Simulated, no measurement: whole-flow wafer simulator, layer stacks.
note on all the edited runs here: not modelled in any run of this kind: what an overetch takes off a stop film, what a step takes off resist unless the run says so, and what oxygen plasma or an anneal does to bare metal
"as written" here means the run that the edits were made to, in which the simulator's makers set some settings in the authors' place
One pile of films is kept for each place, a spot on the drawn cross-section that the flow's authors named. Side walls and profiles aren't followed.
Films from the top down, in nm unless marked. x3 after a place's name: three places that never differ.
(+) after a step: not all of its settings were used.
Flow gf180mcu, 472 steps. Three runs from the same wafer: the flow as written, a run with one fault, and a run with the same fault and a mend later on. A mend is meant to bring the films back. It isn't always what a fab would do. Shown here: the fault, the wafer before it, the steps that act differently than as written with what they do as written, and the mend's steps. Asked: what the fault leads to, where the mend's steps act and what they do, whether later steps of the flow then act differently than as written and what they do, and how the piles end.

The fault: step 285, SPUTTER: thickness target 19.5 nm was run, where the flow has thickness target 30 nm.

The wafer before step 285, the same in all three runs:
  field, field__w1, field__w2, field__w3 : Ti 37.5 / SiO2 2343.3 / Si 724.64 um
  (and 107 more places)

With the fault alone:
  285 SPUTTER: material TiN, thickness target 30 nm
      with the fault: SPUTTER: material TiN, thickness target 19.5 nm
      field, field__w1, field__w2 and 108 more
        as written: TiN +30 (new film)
        with the fault: TiN +19.5 (new film)
  Later steps of the flow that act differently than as written:
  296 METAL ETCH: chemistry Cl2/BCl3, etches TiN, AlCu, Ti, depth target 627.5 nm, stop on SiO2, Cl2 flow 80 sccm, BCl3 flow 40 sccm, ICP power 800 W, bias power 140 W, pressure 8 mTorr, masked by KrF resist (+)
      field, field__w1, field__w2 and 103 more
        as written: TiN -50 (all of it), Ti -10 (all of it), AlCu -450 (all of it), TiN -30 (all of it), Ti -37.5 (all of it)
        with the fault: TiN -50 (all of it), Ti -10 (all of it), AlCu -450 (all of it), TiN -19.5 (all of it), Ti -37.5 (all of it)
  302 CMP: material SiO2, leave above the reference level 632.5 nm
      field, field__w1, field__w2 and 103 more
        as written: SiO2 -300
        with the fault: SiO2 -310.5
  At the end the piles differ from the flow's by more than 2% or 0.5 nm, whichever is larger, at field__w8, contact, m1, m1__w1, m1_nw.
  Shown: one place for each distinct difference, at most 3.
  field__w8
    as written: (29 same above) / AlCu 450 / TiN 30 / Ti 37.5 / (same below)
    with the fault: (29 same above) / AlCu 450 / TiN 19.5 / Ti 37.5 / (same below)
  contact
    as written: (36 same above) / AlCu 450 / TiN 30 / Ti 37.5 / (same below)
    with the fault: (36 same above) / AlCu 450 / TiN 19.5 / Ti 37.5 / (same below)

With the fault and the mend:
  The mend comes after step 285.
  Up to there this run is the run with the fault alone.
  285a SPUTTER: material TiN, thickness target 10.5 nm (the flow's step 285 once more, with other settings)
      field, field__w1, field__w2 and 108 more
        TiN +10.5
  No later step of the flow acts differently than as written at any place that is followed.
  At the end the piles are the same as the flow's at every place that both follow.
